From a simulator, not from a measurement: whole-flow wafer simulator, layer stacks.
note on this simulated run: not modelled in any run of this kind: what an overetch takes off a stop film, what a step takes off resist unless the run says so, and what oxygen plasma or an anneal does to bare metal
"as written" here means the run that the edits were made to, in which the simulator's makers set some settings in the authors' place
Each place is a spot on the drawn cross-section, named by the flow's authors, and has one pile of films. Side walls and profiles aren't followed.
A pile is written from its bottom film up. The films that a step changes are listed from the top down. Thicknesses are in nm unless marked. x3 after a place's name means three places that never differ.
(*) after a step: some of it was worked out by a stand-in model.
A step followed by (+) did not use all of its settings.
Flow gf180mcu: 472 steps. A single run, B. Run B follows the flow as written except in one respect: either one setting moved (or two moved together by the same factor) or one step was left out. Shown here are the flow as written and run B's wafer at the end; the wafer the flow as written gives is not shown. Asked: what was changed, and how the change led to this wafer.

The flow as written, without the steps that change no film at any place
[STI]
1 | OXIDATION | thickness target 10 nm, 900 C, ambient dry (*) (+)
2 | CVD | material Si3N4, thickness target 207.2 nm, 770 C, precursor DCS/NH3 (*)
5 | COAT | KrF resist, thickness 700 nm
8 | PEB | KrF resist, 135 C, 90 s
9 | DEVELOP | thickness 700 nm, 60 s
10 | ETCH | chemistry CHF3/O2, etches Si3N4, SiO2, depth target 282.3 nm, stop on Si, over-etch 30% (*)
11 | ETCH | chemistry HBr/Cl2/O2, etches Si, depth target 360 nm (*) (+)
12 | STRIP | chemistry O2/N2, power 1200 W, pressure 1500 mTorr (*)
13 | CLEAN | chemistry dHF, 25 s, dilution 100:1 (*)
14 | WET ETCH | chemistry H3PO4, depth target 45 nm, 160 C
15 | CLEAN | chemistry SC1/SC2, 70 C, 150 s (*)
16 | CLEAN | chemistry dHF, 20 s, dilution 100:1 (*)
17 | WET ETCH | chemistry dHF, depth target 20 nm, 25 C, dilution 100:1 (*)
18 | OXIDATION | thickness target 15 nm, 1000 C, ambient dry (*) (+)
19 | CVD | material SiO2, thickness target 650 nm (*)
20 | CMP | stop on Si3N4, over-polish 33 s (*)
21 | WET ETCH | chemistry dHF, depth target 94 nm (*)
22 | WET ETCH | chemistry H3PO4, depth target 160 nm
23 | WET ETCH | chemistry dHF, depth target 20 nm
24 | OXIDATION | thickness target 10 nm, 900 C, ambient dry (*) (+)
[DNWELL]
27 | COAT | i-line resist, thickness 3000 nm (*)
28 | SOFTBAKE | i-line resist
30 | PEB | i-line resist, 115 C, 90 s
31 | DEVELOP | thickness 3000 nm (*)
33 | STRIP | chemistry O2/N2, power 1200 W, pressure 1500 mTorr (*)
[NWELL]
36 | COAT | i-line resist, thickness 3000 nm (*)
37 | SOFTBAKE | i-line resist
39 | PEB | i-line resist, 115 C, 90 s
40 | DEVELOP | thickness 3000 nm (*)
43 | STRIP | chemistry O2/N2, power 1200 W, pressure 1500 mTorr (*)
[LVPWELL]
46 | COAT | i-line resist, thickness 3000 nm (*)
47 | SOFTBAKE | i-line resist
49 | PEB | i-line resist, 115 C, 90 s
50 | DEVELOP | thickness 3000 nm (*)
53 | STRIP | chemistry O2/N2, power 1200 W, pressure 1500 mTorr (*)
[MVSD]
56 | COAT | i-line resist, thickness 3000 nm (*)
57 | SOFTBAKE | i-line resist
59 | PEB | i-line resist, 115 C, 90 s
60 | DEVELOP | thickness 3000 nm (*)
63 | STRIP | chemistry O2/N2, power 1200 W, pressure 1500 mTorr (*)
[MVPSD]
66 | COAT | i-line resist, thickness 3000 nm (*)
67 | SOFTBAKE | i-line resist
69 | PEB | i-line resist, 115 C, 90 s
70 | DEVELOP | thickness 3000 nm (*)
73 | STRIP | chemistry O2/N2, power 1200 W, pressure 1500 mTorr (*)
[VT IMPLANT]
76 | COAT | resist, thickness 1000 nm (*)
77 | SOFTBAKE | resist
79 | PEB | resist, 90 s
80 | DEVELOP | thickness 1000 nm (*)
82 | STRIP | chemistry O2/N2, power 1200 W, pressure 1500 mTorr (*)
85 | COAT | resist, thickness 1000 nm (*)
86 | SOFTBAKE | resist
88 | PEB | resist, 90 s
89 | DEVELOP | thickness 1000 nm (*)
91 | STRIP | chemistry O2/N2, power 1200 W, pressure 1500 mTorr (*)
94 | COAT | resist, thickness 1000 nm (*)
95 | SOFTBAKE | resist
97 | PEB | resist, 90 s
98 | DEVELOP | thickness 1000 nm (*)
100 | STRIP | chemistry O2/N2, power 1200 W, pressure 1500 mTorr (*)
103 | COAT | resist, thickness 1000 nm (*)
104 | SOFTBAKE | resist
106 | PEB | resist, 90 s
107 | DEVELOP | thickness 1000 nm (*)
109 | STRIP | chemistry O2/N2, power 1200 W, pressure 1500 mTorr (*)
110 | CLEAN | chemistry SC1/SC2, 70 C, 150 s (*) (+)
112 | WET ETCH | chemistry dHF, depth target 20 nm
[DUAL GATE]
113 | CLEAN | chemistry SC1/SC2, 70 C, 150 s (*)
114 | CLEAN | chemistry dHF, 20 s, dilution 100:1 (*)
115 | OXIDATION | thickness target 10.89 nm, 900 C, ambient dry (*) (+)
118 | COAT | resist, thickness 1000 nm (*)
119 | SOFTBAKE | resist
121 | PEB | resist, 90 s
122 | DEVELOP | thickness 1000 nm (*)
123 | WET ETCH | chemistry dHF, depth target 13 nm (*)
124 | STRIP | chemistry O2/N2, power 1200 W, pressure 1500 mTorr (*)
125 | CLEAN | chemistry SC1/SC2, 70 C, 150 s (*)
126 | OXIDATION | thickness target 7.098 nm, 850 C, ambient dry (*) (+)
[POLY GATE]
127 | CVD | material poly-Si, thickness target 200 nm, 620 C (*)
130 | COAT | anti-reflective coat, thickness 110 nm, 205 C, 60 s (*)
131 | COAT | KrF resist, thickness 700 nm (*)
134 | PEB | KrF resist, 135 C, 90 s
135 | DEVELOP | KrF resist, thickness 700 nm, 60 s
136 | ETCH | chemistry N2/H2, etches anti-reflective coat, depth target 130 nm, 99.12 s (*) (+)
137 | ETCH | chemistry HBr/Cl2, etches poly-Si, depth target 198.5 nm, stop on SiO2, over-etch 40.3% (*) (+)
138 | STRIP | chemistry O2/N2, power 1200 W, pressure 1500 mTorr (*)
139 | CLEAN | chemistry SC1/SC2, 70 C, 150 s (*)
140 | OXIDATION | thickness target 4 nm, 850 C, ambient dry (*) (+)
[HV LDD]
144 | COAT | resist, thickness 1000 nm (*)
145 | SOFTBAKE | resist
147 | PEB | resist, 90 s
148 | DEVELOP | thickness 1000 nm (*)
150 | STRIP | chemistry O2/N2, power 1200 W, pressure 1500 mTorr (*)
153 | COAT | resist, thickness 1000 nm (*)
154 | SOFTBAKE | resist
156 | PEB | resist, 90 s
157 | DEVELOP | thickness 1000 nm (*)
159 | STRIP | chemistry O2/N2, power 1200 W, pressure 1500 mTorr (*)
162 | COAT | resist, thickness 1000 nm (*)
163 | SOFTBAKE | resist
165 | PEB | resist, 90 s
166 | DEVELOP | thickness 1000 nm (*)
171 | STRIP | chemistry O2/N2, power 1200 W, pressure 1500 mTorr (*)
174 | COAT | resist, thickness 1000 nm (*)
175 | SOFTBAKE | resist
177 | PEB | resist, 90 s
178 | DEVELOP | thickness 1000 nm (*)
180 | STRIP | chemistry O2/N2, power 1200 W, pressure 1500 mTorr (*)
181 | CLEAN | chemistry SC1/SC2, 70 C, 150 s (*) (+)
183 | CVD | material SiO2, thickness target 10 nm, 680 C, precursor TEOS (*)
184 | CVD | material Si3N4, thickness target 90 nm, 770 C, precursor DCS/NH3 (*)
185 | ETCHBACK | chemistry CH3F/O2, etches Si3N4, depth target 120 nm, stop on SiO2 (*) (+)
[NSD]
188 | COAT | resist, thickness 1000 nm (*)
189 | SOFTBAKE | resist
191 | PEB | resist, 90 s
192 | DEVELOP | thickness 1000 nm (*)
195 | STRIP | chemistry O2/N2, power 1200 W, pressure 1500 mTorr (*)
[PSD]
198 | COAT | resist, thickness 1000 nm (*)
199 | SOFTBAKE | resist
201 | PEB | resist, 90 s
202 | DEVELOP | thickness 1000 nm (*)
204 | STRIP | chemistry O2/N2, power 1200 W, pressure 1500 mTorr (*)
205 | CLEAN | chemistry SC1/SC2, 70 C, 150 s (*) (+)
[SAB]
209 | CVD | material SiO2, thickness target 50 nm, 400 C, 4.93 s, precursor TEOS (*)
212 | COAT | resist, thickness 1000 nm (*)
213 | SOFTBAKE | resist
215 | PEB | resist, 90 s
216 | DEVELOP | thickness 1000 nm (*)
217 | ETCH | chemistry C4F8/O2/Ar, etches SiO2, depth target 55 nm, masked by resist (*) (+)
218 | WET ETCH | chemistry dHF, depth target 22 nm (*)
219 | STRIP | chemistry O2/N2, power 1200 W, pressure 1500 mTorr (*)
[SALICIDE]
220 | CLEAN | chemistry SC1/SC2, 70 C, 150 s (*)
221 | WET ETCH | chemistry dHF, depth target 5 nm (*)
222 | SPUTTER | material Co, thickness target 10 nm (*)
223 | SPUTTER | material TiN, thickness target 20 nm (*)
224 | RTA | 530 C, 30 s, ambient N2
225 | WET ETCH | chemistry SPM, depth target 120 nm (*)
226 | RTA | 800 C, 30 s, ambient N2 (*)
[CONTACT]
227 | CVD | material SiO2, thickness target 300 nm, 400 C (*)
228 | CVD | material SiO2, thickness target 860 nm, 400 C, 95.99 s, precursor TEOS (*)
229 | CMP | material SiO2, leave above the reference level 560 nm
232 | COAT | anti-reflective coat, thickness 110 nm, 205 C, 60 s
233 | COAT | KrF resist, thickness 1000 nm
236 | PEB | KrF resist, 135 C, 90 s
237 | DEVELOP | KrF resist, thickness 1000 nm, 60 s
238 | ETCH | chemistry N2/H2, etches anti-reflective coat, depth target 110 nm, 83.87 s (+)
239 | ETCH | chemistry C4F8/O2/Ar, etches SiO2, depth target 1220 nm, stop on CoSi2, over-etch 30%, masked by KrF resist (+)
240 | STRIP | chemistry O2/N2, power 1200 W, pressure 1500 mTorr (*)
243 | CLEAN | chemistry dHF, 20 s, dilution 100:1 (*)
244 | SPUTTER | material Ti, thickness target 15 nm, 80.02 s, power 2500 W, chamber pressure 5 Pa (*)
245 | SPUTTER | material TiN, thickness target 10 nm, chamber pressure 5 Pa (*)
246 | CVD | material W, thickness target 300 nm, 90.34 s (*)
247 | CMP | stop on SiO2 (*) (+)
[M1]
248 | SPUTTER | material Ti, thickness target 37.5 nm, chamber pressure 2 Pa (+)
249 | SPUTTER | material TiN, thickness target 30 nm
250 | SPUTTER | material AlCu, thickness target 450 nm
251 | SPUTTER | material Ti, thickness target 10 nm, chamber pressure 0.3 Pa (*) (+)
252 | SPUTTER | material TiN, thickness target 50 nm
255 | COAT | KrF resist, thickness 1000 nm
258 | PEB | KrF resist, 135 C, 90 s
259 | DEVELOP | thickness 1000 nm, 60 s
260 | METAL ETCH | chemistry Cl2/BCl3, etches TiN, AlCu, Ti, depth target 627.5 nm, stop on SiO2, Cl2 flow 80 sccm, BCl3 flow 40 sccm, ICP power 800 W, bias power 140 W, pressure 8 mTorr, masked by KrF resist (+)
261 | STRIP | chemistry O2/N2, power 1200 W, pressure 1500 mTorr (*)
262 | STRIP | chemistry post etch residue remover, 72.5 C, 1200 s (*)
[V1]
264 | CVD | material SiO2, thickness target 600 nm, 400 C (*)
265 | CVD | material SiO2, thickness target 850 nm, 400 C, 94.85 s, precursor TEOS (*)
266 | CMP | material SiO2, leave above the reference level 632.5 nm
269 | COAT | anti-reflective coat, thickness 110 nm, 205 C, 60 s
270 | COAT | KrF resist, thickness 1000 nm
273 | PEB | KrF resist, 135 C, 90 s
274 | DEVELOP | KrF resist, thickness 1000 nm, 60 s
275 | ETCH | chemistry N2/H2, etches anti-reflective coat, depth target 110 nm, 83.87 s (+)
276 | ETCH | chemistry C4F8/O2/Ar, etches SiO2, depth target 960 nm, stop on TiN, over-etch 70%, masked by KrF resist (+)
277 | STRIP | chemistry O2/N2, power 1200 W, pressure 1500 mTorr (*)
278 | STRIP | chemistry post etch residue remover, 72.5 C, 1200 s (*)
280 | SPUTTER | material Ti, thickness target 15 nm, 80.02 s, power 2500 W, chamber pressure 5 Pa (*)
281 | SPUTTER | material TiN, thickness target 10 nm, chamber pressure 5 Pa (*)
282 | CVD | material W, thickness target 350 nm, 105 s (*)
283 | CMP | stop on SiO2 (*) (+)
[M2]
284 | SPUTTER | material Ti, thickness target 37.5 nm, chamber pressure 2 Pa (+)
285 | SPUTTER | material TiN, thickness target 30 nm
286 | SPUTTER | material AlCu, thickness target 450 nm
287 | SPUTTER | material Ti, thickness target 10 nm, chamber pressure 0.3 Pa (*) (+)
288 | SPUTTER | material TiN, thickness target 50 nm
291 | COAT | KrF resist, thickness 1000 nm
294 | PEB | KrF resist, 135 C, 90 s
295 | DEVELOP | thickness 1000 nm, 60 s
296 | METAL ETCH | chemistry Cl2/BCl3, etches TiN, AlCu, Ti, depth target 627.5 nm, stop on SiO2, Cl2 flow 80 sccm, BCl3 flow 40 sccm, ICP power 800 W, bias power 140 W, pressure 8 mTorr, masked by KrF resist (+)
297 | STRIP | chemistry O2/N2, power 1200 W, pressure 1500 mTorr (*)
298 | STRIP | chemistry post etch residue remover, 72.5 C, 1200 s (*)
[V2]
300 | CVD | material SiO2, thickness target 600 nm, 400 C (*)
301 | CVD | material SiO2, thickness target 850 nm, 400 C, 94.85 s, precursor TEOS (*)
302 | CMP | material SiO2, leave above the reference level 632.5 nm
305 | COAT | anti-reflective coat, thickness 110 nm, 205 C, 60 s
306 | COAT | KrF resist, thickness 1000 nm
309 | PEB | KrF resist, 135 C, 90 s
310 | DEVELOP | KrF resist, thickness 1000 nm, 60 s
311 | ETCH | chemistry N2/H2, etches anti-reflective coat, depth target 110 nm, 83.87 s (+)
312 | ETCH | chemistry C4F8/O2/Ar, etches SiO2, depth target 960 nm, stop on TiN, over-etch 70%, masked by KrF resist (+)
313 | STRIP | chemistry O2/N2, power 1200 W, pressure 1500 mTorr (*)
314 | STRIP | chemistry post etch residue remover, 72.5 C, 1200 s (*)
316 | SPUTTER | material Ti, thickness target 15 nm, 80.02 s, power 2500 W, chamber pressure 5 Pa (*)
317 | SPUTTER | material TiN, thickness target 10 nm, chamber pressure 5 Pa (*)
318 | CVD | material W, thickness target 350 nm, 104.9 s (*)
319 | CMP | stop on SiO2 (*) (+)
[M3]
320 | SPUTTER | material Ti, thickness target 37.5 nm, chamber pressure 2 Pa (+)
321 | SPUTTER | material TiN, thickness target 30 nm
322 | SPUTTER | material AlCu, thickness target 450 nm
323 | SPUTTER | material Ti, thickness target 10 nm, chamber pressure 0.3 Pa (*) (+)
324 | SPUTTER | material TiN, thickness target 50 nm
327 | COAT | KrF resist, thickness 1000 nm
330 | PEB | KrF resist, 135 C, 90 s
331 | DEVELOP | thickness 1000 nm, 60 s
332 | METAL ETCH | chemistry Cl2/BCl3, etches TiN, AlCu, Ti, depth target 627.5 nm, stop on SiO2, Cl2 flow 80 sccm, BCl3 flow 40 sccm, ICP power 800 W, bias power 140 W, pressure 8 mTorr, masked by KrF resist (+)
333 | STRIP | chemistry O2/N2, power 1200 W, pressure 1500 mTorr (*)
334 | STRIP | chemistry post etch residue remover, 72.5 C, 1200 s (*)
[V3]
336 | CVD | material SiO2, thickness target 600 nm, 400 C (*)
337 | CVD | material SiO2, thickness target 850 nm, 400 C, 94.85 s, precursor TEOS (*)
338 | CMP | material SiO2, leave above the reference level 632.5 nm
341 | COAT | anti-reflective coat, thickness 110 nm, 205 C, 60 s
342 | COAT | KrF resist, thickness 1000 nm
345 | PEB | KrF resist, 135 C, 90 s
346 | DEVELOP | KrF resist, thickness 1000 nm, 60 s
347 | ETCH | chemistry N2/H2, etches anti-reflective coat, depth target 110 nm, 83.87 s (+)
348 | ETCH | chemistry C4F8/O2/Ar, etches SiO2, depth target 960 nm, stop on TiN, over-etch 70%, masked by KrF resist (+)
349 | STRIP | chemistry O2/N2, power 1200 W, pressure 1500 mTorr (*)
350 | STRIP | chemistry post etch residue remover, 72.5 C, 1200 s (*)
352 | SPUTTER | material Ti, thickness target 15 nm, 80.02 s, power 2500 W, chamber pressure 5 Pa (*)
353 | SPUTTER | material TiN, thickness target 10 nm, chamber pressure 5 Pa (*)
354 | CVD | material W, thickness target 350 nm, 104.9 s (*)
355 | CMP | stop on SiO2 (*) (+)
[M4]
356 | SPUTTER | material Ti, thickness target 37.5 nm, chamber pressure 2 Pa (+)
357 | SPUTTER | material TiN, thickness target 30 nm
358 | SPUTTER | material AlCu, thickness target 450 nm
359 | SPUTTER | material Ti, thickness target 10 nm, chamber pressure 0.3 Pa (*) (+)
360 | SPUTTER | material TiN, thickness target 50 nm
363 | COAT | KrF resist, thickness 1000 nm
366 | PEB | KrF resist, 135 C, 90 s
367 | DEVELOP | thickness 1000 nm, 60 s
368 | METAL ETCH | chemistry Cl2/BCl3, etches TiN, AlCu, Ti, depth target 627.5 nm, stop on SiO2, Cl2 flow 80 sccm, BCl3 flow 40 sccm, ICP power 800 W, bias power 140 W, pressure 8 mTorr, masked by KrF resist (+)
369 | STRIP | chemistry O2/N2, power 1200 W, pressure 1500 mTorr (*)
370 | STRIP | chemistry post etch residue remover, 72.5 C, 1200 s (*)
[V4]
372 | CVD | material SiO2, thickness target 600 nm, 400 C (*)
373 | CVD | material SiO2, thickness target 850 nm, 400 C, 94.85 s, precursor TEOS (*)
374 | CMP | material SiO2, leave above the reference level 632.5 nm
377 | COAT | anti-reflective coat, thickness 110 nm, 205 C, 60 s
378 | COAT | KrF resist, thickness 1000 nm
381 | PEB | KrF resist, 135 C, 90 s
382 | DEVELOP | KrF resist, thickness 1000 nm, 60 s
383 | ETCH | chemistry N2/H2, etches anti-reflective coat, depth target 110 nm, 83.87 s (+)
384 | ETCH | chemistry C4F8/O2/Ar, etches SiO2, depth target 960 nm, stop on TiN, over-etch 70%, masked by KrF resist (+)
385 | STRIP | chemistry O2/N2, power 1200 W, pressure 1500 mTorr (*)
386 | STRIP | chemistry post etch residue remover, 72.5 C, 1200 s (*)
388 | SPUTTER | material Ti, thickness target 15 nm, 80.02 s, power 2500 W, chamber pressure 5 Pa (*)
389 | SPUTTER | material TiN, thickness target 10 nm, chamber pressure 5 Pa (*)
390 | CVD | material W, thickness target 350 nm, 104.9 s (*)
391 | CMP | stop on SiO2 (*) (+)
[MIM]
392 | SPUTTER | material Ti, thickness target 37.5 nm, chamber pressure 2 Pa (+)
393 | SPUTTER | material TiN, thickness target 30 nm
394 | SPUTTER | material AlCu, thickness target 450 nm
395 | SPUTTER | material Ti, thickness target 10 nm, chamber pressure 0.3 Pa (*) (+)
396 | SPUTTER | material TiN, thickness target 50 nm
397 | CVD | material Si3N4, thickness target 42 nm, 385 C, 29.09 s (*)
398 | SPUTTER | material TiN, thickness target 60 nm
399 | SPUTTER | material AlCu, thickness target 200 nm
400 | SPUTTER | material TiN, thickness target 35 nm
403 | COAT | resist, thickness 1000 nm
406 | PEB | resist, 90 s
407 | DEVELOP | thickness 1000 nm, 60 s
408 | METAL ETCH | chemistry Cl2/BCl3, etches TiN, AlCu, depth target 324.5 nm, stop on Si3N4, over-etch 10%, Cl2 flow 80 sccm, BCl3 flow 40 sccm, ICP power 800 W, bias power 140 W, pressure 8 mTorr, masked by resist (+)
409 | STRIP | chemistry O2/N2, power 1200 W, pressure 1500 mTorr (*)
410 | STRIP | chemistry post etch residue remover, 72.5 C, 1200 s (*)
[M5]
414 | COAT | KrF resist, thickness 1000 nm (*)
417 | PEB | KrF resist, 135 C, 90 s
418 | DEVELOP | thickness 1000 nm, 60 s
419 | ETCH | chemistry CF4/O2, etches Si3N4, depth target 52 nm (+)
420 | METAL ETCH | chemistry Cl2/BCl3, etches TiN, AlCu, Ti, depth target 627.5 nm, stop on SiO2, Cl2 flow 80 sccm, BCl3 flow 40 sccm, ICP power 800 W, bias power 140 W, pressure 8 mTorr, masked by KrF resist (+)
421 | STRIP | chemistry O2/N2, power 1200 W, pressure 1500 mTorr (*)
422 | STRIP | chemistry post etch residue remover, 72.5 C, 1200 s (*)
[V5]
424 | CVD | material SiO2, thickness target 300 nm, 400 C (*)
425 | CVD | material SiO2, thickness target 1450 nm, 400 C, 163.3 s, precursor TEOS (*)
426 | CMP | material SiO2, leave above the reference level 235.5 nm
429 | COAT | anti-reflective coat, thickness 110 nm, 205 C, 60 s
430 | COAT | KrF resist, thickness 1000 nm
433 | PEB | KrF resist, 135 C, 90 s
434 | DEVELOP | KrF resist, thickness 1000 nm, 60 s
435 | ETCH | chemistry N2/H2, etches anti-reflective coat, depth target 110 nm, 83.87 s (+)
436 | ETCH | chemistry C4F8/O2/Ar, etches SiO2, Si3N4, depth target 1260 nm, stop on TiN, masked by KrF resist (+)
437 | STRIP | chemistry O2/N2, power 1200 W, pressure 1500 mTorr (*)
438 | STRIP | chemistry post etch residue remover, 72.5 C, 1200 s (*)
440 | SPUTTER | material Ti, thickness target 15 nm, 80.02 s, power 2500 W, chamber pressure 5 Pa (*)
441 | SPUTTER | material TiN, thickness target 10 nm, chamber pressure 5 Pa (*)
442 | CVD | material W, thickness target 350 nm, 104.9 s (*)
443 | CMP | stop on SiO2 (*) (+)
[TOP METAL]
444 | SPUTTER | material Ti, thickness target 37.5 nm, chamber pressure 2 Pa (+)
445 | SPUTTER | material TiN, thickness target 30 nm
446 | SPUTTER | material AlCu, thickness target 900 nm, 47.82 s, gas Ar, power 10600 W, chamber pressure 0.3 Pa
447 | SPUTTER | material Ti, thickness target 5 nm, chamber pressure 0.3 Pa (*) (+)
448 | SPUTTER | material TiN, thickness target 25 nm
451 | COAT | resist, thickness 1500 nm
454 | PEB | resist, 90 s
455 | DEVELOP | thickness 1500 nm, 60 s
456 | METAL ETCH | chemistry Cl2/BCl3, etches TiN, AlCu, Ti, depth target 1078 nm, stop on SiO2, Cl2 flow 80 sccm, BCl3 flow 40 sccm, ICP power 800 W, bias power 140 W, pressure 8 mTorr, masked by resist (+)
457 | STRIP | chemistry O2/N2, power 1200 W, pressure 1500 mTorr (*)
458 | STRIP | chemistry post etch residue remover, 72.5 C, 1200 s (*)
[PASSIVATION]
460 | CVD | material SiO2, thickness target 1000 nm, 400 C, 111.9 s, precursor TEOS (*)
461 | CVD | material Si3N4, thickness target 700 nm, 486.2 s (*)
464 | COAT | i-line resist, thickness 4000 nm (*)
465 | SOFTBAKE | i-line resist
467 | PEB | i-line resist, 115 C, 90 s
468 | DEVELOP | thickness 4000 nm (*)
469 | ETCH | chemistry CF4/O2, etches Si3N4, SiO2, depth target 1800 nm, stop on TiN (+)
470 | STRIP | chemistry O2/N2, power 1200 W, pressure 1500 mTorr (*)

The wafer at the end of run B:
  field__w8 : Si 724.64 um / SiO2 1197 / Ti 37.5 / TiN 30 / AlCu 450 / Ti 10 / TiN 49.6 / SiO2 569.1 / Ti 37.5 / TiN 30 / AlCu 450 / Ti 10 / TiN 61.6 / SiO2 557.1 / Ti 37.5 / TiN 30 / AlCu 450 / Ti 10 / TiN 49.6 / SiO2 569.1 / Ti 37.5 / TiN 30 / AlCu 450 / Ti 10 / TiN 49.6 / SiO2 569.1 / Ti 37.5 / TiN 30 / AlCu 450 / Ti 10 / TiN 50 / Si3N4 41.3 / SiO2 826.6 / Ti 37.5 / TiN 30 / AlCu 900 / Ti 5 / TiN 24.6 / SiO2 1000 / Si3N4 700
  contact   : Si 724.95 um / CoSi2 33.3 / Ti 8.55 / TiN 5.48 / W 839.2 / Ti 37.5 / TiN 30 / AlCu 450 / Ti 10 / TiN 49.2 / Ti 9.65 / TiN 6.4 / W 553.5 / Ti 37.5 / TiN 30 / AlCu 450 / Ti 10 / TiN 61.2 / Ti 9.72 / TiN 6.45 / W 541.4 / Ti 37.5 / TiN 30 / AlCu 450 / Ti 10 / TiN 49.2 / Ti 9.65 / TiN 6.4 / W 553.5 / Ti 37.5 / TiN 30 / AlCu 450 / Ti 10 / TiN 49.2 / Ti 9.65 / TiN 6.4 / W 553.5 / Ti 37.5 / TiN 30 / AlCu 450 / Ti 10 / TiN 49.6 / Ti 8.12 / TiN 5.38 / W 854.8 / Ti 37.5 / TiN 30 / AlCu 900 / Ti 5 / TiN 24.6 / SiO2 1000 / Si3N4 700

What caused this: step 288, SPUTTER: thickness target 62 nm was run, whereas the flow has thickness target 50 nm.

The path from the change to this, step by step:
  288 | SPUTTER | material TiN, thickness target 50 nm
      field, field__w1, field__w2 and 108 more: +62 TiN (new film) (in the flow as written it would be: +50 TiN (new film))
  296 | METAL ETCH | chemistry Cl2/BCl3, etches TiN, AlCu, Ti, depth target 627.5 nm, stop on SiO2, Cl2 flow 80 sccm, BCl3 flow 40 sccm, ICP power 800 W, bias power 140 W, pressure 8 mTorr, masked by KrF resist (+)
      field, field__w1, field__w2 and 103 more: -62 TiN (all of it), -10 Ti (all of it), -450 AlCu (all of it), -30 TiN (all of it), -37.5 Ti (all of it) (in the flow as written it would be: -50 TiN (all of it), -10 Ti (all of it), -450 AlCu (all of it), -30 TiN (all of it), -37.5 Ti (all of it))
  312 | ETCH | chemistry C4F8/O2/Ar, etches SiO2, depth target 960 nm, stop on TiN, over-etch 70%, masked by KrF resist (+)
      contact: -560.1 SiO2 (all of it) (in the flow as written it would be: -572.1 SiO2 (all of it))
